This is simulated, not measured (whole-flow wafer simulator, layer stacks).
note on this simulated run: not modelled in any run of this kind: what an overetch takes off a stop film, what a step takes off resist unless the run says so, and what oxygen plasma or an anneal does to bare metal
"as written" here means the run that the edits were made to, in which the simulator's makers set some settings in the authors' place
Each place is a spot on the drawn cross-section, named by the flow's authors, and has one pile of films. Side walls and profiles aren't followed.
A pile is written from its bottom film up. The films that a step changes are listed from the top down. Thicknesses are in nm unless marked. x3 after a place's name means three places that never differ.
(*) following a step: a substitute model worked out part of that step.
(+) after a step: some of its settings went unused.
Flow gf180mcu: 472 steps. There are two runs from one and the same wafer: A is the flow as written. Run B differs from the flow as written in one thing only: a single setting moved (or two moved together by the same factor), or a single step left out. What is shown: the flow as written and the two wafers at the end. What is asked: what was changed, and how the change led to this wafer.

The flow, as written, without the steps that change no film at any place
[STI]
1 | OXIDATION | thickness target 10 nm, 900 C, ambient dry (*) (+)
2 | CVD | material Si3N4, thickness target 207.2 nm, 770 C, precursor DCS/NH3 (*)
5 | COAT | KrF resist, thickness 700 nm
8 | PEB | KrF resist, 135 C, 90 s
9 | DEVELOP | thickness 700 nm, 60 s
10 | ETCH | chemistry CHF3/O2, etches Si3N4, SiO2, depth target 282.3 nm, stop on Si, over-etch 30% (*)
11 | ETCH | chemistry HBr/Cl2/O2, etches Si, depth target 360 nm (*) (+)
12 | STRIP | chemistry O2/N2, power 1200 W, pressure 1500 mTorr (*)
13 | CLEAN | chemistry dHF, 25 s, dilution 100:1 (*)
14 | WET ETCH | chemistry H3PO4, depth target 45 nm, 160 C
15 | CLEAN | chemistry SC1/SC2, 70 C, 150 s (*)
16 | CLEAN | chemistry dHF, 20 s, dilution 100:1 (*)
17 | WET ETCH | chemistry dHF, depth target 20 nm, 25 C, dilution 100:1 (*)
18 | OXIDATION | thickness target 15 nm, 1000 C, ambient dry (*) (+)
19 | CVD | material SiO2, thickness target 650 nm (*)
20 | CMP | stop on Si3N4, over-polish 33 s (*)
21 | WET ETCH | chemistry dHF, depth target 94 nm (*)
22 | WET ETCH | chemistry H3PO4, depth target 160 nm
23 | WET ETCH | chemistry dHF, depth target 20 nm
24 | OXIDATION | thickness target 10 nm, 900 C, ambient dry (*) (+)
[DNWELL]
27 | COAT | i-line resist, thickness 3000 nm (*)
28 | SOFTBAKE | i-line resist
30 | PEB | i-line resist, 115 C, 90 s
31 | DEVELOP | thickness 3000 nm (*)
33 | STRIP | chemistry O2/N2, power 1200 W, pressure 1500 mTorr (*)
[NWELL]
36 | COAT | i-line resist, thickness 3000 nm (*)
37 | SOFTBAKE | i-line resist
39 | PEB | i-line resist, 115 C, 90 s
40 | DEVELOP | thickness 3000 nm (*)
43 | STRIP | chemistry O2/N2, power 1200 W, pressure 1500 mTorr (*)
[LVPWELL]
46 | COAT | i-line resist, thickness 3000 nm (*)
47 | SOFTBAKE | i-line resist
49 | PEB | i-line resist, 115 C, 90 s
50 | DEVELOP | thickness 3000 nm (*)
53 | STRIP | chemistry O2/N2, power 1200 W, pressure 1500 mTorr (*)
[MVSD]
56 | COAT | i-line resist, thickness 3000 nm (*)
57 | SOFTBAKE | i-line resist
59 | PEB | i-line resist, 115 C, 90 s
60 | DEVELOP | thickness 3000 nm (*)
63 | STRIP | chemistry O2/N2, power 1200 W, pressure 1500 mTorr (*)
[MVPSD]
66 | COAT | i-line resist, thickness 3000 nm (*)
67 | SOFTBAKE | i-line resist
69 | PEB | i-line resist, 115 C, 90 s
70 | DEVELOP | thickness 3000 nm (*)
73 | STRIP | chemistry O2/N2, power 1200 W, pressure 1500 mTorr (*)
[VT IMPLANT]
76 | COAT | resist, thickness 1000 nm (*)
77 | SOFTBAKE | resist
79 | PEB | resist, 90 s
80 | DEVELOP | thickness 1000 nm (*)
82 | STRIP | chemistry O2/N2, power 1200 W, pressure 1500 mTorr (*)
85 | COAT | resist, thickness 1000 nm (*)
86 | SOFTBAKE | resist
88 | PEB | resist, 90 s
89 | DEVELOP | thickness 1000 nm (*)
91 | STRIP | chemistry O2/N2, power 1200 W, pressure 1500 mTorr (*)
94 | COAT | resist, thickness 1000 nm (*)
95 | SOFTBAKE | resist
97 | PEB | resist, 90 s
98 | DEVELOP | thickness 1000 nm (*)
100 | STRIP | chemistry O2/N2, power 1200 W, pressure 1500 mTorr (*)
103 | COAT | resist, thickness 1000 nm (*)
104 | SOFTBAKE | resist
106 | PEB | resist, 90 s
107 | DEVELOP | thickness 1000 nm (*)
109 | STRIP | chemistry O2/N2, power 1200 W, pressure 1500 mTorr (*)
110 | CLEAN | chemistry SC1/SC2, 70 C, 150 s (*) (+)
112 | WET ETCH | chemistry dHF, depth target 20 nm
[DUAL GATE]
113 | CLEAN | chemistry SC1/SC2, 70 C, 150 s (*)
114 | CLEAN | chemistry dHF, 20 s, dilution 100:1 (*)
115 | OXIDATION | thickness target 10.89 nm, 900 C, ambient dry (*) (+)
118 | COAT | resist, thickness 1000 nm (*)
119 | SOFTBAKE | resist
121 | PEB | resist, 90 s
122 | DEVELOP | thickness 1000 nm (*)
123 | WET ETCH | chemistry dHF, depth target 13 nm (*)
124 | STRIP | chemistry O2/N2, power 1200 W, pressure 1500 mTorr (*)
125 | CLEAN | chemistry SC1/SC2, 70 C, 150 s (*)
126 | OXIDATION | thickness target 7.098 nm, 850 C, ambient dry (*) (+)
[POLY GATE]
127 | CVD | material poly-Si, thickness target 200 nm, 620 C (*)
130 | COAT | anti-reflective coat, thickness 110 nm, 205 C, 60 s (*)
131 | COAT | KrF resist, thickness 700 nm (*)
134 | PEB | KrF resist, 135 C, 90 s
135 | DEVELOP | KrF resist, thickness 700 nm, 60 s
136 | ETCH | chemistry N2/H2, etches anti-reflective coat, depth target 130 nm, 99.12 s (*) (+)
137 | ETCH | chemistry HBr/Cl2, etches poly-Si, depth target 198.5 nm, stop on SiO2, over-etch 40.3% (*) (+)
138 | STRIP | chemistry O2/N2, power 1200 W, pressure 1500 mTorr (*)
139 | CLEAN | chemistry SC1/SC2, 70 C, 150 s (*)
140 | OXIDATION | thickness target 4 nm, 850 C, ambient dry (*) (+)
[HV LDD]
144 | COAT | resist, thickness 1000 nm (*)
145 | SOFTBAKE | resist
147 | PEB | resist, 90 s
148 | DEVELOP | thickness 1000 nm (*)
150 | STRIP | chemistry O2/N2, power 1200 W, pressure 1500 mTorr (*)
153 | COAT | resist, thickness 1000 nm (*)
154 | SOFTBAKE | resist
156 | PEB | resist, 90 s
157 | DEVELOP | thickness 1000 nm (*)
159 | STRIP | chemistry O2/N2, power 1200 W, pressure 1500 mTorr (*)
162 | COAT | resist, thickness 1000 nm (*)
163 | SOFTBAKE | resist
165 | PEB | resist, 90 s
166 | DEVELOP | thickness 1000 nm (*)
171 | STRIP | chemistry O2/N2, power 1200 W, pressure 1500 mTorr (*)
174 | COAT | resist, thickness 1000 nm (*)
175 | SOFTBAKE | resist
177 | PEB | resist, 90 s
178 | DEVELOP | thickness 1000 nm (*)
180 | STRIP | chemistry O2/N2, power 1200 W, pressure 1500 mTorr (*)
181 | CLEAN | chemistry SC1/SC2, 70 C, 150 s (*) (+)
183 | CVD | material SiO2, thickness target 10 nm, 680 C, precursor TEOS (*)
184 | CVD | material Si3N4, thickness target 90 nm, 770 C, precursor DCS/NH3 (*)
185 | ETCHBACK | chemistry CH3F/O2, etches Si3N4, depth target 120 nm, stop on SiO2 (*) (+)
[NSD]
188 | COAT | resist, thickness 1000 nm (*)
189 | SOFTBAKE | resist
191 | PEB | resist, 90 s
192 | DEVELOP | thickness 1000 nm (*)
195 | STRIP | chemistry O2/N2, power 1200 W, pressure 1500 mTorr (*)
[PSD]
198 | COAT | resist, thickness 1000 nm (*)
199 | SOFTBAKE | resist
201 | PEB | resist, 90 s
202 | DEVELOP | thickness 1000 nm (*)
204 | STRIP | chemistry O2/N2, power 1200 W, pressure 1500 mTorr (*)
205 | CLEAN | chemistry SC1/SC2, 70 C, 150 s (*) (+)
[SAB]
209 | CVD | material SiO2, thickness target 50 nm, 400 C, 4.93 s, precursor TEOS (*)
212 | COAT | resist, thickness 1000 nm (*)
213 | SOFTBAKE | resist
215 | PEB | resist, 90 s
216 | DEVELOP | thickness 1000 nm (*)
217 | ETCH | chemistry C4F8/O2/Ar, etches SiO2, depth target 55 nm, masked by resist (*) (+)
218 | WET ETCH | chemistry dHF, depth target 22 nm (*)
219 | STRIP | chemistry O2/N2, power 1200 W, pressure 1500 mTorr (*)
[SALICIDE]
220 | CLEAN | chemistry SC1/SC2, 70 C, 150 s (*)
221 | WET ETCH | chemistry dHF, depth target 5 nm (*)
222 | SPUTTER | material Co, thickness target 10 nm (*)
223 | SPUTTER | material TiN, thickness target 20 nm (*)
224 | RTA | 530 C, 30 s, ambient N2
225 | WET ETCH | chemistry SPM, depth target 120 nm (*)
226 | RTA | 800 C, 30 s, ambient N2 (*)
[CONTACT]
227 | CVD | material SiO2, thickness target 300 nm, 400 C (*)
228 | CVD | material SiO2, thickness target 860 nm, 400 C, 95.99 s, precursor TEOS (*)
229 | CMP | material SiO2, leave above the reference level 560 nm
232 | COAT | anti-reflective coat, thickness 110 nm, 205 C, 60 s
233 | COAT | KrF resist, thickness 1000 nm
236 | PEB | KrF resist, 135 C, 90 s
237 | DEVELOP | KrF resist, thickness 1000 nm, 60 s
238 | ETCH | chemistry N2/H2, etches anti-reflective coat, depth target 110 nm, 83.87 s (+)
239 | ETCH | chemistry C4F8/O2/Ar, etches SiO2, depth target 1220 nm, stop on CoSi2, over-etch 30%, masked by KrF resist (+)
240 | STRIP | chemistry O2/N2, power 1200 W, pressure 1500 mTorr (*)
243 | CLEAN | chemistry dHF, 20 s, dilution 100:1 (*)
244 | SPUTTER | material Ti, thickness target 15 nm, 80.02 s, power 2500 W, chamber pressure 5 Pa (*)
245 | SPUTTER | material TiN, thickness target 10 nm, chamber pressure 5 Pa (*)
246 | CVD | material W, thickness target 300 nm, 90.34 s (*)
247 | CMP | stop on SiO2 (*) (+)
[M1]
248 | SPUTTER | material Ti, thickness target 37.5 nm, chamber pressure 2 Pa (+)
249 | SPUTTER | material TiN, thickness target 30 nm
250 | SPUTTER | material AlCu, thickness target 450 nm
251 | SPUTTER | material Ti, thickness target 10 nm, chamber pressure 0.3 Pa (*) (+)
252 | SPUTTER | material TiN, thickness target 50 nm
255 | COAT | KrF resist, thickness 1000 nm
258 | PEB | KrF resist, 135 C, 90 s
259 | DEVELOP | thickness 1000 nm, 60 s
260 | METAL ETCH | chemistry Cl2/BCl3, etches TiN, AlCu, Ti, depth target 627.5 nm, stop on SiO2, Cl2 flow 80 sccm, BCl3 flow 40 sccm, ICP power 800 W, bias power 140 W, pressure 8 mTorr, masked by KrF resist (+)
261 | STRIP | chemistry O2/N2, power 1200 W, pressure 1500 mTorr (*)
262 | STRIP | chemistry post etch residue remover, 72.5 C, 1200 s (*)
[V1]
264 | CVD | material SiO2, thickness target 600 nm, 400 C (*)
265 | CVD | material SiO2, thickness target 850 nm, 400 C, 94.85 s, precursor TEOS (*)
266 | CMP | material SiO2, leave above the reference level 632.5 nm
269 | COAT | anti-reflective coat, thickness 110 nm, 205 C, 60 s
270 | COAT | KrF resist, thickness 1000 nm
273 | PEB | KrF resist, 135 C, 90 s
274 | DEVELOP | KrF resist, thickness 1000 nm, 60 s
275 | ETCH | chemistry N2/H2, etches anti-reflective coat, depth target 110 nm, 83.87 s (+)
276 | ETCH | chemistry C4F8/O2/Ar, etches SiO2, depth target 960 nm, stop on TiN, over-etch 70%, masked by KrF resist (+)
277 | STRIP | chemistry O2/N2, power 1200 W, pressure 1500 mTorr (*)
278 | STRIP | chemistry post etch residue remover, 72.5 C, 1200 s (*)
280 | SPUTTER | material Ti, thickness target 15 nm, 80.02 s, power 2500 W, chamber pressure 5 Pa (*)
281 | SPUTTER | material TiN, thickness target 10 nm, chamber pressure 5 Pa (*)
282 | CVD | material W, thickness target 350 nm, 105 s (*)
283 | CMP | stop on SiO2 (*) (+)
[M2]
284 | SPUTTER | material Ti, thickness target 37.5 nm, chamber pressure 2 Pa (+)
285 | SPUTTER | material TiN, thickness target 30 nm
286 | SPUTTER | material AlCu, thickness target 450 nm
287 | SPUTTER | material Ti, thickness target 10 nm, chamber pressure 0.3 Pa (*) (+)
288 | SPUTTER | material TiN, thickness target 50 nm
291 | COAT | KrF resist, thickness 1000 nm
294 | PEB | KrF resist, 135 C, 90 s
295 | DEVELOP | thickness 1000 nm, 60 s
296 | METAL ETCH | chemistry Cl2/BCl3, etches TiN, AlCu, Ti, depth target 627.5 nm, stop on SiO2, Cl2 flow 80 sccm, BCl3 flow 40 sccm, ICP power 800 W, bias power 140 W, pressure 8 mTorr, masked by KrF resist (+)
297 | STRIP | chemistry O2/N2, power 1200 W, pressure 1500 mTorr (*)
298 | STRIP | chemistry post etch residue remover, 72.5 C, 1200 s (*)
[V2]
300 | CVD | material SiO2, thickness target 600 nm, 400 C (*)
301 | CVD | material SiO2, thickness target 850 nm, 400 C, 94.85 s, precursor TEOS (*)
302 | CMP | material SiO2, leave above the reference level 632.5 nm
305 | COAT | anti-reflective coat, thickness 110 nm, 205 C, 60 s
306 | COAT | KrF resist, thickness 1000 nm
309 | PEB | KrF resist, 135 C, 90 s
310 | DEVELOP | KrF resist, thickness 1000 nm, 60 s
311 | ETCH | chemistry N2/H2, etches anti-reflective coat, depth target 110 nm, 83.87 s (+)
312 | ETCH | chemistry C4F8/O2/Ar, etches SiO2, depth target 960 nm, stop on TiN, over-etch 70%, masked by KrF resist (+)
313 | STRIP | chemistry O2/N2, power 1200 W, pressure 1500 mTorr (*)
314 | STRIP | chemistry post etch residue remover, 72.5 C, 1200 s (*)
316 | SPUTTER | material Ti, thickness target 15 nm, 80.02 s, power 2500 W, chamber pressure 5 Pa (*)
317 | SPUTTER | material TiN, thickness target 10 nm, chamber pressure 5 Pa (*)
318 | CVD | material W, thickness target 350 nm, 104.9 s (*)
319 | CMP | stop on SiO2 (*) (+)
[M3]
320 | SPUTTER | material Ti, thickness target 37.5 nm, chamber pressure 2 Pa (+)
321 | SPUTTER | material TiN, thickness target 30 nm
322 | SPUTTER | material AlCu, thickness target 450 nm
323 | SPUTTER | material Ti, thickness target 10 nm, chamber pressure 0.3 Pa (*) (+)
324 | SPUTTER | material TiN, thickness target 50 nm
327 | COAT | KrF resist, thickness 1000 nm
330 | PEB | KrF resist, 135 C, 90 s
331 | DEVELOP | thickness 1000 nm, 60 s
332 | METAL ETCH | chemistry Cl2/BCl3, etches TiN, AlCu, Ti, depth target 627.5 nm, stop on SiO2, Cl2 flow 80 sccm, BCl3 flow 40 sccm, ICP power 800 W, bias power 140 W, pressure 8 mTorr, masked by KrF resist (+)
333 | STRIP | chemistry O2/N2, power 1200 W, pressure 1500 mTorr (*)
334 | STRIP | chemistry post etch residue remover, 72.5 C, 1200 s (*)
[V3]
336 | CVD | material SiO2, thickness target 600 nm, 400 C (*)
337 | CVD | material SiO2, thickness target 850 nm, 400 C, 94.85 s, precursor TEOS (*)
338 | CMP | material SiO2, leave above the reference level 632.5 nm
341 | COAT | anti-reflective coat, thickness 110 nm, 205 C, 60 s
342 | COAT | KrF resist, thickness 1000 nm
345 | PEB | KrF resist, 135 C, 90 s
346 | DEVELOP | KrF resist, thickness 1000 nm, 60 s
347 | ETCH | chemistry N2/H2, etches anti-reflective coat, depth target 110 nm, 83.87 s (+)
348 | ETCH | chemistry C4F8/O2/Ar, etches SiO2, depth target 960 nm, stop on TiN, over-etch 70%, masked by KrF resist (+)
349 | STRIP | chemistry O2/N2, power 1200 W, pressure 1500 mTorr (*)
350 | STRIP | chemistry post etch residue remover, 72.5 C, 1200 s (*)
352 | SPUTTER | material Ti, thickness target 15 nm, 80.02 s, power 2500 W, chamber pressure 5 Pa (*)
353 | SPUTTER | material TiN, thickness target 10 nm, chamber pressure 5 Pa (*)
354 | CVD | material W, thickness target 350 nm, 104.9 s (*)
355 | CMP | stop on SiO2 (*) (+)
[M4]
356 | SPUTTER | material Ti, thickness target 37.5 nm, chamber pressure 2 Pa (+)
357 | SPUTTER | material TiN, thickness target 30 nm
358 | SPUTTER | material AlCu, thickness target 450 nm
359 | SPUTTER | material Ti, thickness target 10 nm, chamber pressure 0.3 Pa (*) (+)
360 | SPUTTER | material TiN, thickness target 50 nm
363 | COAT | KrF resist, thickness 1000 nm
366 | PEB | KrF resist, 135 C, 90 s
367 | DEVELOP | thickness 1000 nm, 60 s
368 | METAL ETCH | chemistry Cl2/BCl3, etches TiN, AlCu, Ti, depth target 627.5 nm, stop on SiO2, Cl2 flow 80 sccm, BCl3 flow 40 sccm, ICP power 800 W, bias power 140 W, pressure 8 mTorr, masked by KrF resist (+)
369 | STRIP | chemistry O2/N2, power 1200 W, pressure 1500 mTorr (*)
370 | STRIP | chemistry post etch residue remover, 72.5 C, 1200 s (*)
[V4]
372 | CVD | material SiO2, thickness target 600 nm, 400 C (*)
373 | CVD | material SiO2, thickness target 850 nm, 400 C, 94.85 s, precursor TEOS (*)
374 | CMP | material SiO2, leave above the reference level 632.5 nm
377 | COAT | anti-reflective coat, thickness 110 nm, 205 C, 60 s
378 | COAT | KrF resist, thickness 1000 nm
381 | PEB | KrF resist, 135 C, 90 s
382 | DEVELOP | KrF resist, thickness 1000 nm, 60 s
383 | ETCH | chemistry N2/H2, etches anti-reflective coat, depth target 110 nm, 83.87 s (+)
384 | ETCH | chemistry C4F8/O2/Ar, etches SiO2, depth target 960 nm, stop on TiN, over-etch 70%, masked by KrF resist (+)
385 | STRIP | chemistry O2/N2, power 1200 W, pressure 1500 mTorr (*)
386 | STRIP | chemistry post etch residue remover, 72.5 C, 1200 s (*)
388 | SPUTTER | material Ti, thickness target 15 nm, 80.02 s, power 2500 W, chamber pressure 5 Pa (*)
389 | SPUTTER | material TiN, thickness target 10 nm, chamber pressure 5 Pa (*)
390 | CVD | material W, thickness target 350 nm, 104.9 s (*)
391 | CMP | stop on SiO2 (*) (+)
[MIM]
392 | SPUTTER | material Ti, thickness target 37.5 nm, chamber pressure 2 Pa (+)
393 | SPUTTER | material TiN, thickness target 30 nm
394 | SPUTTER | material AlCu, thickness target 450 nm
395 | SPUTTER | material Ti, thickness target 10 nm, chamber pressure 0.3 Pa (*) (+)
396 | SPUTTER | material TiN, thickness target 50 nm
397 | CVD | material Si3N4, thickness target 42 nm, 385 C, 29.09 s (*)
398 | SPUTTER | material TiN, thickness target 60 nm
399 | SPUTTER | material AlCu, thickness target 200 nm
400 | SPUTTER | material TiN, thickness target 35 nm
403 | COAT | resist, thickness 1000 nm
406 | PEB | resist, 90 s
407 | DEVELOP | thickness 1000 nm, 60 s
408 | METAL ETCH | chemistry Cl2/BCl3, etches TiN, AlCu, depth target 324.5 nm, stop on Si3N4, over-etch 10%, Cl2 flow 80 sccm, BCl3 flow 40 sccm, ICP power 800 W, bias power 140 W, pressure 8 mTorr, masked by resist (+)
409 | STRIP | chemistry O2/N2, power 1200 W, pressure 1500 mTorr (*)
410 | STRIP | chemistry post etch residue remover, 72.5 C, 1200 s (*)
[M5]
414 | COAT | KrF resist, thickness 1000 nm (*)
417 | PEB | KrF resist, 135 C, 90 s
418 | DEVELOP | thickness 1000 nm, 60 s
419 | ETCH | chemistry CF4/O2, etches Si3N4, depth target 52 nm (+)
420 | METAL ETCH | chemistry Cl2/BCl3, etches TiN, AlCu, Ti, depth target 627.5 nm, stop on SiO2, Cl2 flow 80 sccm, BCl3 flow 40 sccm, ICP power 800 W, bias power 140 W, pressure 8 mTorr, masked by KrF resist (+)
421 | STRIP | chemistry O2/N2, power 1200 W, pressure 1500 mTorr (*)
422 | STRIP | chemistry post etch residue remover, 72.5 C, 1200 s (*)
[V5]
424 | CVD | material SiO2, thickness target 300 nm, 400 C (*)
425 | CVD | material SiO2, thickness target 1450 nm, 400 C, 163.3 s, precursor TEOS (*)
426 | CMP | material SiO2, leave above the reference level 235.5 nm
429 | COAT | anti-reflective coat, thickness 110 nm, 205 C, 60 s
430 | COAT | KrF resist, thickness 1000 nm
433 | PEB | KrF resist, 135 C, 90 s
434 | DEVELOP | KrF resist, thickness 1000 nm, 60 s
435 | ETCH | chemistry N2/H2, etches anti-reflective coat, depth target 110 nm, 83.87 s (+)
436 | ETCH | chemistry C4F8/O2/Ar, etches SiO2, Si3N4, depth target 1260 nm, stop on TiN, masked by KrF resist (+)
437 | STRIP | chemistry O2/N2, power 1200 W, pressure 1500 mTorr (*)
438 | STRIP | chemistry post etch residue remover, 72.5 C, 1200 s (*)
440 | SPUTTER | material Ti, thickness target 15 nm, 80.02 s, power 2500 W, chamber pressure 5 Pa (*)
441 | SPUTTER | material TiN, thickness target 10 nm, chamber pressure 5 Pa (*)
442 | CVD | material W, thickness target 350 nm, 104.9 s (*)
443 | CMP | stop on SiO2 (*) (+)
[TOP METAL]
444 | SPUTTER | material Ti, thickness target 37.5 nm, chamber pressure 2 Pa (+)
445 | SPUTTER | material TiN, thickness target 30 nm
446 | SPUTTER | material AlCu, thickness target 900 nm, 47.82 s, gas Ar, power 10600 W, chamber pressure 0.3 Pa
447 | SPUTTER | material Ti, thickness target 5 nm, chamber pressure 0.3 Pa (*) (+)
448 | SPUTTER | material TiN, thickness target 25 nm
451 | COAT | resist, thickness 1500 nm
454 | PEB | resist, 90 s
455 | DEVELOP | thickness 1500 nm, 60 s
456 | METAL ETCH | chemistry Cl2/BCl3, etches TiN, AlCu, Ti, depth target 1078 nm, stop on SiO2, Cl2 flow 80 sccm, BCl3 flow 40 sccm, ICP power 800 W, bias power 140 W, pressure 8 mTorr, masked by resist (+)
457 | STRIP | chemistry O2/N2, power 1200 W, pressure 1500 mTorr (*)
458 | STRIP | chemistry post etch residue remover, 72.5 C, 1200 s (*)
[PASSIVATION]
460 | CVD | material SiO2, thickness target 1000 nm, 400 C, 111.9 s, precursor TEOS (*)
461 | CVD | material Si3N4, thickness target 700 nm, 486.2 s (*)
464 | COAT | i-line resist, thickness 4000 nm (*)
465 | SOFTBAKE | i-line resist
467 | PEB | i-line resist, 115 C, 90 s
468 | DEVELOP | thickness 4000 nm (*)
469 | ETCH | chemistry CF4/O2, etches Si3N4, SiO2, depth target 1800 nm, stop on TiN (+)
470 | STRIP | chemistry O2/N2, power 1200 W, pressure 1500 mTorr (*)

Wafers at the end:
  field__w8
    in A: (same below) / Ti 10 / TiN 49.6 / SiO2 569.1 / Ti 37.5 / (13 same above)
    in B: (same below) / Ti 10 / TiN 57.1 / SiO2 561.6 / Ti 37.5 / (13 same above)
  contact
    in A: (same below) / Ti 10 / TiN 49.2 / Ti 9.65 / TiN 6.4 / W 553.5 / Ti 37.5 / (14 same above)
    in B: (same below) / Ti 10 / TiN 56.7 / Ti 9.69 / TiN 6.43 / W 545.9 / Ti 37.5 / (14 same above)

What caused this: step 360, SPUTTER: thickness target 57.5 nm was run, while the flow as written has thickness target 50 nm.

How this came from the change, step by step:
  360 | SPUTTER | material TiN, thickness target 50 nm
      field, field__w1, field__w2 and 108 more: A TiN gains 50 (new film) | B TiN gains 57.5 (new film)
  368 | METAL ETCH | chemistry Cl2/BCl3, etches TiN, AlCu, Ti, depth target 627.5 nm, stop on SiO2, Cl2 flow 80 sccm, BCl3 flow 40 sccm, ICP power 800 W, bias power 140 W, pressure 8 mTorr, masked by KrF resist (+)
      field, field__w1, field__w2 and 103 more: A TiN loses 50 (all of it), Ti loses 10 (all of it), AlCu loses 450 (all of it), TiN loses 30 (all of it), Ti loses 37.5 (all of it) | B TiN loses 57.5 (all of it), Ti loses 10 (all of it), AlCu loses 450 (all of it), TiN loses 30 (all of it), Ti loses 37.5 (all of it)
